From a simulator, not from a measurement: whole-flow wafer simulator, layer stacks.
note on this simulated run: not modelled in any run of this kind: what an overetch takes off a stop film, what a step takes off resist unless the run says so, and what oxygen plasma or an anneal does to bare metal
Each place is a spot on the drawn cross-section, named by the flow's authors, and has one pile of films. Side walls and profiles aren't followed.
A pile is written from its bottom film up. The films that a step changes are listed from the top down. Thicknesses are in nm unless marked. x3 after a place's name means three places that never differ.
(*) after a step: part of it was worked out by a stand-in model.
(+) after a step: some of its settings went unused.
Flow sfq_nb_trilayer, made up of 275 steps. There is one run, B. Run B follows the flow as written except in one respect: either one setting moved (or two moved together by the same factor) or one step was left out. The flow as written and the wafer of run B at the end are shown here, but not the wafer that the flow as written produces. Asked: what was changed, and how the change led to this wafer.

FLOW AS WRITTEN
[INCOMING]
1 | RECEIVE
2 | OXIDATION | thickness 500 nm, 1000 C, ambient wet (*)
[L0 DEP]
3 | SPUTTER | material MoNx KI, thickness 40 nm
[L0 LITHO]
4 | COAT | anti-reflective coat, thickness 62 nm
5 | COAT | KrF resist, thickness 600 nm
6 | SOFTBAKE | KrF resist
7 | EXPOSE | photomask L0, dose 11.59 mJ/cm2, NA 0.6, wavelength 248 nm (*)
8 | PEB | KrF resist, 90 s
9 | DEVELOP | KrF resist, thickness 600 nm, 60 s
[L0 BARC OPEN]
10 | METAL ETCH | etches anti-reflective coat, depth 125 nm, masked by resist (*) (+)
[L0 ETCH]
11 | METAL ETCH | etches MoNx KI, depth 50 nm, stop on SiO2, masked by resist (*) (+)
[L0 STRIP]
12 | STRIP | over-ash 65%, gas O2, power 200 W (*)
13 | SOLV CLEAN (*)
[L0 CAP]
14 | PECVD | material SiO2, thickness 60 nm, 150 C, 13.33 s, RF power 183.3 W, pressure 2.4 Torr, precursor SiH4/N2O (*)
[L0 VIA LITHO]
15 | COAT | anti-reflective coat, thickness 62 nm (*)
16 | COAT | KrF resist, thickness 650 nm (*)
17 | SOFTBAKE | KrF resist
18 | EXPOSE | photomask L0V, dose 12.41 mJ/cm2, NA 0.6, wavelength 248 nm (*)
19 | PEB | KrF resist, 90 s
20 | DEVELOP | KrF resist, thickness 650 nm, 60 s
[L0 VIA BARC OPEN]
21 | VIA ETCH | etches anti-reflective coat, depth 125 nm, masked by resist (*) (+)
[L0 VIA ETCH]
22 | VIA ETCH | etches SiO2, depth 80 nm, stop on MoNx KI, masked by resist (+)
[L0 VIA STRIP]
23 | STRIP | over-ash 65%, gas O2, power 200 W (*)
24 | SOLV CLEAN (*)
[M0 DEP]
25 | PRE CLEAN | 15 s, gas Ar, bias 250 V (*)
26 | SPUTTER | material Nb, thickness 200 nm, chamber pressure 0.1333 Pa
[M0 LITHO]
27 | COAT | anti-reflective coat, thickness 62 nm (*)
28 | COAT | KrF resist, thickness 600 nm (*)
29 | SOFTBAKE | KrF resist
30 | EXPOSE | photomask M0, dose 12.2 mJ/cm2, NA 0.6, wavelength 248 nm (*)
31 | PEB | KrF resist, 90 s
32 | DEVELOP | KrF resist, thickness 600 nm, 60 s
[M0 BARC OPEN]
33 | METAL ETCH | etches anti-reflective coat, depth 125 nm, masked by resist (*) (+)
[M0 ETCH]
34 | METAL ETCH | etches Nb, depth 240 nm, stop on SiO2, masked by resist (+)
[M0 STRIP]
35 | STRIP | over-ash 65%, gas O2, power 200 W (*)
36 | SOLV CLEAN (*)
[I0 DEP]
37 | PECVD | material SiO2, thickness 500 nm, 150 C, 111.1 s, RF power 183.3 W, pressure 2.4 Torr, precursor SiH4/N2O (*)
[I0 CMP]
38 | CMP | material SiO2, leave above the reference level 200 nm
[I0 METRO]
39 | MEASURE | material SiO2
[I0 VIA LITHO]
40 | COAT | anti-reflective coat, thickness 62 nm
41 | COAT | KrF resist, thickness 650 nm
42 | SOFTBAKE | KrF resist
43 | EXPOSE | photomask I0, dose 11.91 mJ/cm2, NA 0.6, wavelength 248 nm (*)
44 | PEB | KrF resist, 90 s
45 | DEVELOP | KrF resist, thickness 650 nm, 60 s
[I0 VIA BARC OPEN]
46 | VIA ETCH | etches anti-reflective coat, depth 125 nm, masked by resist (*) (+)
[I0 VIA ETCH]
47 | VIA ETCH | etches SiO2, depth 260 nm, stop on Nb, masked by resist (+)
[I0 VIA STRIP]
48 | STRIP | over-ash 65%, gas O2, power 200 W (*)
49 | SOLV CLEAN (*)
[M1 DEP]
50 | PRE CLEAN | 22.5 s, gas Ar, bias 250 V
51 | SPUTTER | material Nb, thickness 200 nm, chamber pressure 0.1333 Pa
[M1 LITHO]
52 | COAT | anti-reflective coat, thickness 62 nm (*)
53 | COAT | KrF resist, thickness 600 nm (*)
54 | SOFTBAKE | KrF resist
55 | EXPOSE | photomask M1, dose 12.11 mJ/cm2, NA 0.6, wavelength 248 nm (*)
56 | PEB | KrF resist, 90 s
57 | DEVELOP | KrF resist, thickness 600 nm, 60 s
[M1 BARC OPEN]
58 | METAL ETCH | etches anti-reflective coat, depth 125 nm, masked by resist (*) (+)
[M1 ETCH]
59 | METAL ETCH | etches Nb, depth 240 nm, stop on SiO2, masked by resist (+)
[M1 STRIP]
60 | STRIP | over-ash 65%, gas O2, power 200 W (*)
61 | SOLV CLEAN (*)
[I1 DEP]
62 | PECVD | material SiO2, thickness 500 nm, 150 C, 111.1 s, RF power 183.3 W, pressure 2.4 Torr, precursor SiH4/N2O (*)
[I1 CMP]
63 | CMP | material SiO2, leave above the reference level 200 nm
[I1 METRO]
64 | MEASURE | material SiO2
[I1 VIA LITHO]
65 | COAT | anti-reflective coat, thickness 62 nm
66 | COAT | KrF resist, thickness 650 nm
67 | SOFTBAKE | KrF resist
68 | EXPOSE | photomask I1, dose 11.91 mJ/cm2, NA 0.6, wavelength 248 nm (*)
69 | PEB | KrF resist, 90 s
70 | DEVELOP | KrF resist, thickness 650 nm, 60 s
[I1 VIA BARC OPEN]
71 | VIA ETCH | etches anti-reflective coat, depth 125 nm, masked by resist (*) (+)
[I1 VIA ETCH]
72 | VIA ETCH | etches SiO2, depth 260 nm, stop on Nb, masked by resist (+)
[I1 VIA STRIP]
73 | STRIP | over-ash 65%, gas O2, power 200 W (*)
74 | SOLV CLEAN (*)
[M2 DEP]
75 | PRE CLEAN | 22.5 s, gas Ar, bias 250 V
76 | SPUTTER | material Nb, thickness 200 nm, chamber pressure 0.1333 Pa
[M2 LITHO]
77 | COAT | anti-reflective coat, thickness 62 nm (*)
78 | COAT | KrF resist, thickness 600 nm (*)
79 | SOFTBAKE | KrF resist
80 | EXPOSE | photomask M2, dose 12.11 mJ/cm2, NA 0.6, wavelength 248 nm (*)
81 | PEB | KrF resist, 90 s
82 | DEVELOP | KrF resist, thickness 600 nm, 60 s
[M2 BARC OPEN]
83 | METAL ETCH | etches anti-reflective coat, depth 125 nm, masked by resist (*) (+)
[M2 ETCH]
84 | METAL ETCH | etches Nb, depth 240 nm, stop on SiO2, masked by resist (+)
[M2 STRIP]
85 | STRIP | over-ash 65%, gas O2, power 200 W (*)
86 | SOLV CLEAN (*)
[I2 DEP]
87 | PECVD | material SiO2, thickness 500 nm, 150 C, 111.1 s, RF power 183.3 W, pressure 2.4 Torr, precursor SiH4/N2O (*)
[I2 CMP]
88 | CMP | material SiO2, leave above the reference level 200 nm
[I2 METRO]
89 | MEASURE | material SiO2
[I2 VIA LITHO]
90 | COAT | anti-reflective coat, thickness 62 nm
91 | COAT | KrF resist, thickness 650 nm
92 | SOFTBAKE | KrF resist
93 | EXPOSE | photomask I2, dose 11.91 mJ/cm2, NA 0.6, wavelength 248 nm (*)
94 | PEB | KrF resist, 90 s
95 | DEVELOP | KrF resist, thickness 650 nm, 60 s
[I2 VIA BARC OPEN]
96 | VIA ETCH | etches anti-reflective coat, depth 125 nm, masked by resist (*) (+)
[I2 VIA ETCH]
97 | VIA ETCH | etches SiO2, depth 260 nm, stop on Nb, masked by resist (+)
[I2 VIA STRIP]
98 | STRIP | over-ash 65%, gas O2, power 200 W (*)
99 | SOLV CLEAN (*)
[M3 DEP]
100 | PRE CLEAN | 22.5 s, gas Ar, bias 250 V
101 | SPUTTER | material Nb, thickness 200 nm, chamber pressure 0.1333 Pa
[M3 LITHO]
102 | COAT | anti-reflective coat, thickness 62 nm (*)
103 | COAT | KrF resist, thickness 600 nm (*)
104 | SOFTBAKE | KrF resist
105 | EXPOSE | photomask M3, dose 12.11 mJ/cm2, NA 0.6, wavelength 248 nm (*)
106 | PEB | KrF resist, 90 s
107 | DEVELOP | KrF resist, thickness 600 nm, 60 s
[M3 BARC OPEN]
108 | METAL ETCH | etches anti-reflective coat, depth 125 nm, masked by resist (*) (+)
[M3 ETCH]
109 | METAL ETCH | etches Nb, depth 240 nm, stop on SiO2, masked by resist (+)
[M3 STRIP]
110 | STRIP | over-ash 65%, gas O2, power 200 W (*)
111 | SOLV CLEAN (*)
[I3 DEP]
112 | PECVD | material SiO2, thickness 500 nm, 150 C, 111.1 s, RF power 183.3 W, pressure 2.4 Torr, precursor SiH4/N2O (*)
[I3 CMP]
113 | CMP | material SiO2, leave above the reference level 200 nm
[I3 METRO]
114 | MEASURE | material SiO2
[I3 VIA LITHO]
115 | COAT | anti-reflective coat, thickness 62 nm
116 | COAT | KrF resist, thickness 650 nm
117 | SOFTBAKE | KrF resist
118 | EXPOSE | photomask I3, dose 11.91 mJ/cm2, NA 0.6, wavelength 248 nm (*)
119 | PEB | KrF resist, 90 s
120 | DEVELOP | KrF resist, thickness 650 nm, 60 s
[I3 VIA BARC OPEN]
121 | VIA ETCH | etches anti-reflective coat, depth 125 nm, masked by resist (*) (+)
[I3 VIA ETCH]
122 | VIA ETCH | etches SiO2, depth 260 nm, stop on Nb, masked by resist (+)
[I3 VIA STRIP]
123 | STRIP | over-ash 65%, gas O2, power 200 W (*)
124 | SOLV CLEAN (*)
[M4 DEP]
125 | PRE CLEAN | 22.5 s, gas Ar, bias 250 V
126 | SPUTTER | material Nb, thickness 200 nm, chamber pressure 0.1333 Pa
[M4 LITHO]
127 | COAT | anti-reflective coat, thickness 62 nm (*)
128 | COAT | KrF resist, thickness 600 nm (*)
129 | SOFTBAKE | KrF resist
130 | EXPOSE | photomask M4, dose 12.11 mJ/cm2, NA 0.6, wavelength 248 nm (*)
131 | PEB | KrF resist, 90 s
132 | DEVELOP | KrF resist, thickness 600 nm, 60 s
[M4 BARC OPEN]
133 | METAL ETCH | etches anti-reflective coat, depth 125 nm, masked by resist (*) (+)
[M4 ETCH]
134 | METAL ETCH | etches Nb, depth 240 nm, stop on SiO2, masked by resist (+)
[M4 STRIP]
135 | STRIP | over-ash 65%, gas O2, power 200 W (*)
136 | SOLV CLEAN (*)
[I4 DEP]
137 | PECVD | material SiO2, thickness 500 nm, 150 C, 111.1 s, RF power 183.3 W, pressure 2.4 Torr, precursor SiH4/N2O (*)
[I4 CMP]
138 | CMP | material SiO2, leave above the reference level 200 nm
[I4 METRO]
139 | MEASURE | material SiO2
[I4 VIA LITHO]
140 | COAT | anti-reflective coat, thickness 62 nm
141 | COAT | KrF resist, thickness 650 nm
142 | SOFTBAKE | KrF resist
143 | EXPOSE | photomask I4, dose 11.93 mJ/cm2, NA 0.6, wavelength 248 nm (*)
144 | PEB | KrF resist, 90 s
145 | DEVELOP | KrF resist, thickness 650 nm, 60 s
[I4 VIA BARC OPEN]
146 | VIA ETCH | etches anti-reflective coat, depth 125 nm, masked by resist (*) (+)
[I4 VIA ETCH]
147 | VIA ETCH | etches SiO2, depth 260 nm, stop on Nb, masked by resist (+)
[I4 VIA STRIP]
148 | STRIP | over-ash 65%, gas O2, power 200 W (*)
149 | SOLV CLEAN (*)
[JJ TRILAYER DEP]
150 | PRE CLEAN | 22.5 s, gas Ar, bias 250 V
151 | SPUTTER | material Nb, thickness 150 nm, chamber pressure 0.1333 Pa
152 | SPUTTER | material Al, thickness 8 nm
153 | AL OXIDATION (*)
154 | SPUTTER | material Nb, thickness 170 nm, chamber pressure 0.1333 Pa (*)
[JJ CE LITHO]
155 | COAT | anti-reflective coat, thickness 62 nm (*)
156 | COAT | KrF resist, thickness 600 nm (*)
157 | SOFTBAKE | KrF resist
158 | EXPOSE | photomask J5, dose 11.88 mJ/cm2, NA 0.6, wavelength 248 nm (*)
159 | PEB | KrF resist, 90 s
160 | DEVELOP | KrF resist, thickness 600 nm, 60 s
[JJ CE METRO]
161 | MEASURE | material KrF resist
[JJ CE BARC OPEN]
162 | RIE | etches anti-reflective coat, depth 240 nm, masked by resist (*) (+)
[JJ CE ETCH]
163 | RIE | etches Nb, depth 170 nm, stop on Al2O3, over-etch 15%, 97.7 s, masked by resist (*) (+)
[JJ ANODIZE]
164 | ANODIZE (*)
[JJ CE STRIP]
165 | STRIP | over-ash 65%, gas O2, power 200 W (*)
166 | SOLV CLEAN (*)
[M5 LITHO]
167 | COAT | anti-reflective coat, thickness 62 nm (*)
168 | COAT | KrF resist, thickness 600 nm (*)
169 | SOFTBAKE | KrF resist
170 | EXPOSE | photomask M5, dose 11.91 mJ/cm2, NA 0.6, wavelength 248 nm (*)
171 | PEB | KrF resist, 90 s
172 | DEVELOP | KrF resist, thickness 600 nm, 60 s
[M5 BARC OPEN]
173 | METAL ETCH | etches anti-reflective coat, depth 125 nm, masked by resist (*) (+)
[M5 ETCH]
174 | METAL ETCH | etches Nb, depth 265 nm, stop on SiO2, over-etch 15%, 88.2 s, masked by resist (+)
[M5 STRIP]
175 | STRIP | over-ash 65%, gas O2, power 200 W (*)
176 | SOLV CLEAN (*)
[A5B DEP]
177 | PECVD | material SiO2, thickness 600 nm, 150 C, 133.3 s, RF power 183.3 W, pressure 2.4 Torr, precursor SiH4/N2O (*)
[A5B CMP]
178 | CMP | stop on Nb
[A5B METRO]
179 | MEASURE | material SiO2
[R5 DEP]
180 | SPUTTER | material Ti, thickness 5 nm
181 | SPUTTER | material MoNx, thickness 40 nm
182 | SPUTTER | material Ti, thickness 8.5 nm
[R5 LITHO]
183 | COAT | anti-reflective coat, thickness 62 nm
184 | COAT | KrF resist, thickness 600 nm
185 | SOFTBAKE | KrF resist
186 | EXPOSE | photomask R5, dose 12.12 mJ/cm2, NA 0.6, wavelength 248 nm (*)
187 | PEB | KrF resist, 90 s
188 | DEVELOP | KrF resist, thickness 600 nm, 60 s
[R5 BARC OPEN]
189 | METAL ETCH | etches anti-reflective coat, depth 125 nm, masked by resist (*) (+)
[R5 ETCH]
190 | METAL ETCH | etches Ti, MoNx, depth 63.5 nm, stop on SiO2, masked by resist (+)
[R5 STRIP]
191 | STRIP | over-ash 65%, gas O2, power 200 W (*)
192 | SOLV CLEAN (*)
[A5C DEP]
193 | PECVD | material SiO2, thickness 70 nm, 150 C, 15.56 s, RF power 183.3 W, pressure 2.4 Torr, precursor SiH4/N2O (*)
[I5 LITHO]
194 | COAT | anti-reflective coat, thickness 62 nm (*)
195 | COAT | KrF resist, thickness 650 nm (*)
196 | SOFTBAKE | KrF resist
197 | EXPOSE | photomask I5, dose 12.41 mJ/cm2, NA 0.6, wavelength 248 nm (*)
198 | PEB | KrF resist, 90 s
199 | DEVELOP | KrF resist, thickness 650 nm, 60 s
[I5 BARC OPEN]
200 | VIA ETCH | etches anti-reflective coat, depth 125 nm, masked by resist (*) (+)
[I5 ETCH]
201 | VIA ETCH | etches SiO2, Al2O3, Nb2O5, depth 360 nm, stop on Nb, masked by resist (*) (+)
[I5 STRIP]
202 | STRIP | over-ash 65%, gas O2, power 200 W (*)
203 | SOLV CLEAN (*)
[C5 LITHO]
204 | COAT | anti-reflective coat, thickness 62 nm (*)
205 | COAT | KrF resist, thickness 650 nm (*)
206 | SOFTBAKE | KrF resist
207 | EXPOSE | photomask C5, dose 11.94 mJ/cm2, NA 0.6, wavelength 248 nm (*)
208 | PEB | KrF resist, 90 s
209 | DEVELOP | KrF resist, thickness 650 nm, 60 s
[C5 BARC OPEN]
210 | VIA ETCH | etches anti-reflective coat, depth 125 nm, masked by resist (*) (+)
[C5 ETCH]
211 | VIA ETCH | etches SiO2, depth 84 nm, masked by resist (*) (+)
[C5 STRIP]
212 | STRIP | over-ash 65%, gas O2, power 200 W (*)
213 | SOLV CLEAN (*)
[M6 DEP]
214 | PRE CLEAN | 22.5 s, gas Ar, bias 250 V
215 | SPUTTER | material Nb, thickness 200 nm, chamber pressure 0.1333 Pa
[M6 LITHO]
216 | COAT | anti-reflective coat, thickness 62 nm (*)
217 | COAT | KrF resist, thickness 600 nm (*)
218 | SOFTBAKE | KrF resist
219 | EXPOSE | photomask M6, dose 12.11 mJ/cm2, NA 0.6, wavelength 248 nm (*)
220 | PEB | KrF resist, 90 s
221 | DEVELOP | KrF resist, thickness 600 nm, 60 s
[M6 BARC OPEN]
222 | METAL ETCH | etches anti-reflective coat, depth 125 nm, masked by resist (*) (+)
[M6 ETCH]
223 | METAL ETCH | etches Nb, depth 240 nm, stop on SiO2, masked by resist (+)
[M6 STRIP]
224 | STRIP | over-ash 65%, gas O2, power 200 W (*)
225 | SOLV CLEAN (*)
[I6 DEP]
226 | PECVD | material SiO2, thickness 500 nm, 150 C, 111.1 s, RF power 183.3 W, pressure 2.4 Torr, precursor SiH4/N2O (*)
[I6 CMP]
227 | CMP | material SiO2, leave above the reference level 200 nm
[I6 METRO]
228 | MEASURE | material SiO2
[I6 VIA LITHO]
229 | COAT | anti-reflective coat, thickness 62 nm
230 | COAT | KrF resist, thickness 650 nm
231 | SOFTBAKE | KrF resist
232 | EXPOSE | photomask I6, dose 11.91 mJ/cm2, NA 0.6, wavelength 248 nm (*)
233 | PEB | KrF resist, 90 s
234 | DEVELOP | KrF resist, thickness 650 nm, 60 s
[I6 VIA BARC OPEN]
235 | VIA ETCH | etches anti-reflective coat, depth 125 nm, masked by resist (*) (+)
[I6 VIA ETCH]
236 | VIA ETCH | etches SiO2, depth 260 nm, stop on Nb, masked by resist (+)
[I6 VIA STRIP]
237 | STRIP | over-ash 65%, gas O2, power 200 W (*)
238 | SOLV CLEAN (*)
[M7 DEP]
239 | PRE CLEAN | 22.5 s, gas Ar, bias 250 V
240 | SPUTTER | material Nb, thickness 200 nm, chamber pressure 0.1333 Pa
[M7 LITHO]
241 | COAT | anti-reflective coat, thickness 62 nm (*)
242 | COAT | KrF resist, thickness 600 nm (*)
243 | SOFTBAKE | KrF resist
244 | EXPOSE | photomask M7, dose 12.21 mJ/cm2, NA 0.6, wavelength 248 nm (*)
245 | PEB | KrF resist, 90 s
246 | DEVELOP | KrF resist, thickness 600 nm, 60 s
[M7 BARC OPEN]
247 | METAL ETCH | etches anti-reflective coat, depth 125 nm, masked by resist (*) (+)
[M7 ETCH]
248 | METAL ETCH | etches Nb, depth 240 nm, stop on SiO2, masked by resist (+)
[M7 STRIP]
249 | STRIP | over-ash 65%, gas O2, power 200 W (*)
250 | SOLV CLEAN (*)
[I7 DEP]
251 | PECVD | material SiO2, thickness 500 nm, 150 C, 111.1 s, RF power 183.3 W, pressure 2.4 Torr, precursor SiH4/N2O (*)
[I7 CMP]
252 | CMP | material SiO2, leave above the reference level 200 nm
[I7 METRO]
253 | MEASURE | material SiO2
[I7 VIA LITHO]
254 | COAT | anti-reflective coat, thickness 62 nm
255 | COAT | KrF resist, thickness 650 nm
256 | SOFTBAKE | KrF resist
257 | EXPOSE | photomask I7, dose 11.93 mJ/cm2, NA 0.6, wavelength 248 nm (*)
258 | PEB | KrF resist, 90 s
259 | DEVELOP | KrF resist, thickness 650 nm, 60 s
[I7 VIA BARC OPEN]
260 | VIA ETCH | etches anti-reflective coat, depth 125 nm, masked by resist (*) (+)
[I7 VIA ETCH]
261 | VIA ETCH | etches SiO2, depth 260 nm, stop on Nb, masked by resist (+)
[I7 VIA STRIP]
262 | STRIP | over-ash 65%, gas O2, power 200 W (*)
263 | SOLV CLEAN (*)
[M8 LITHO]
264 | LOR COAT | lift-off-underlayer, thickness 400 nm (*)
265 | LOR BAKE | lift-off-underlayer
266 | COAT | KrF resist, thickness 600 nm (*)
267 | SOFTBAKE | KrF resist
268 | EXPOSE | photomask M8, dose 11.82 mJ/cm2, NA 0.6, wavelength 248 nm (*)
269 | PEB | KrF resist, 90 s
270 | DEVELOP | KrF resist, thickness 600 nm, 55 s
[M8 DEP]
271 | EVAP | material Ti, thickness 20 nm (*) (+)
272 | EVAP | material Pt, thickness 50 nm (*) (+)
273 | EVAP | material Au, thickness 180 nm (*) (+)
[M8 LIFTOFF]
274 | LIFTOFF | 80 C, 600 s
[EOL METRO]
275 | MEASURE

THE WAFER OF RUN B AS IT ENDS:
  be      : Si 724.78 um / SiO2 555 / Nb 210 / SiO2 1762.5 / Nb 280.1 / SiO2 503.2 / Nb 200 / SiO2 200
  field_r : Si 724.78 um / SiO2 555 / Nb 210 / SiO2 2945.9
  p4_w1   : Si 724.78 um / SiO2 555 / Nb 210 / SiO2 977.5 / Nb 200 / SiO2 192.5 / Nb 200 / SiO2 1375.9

Cause: step 26, SPUTTER: thickness 210 nm was run, though the flow has thickness 200 nm.
The wafer lets one read it off: be has Nb 210, and step 26 as written asks for 200 nm.

The path from the change to this, step by step:
  26 | SPUTTER | material Nb, thickness 200 nm, chamber pressure 0.1333 Pa
      field_l, v_sur, via_wl and 102 more: +210 Nb (new film) (as written it would have been: +200 Nb (new film))
      l0v: +205.7 Nb (new film) (as written it would have been: +195.7 Nb (new film))
  34 | METAL ETCH | etches Nb, depth 240 nm, stop on SiO2, masked by resist (+)
      moat, m0r_space_l x2: -210 Nb (all of it) (as written it would have been: -200 Nb (all of it))
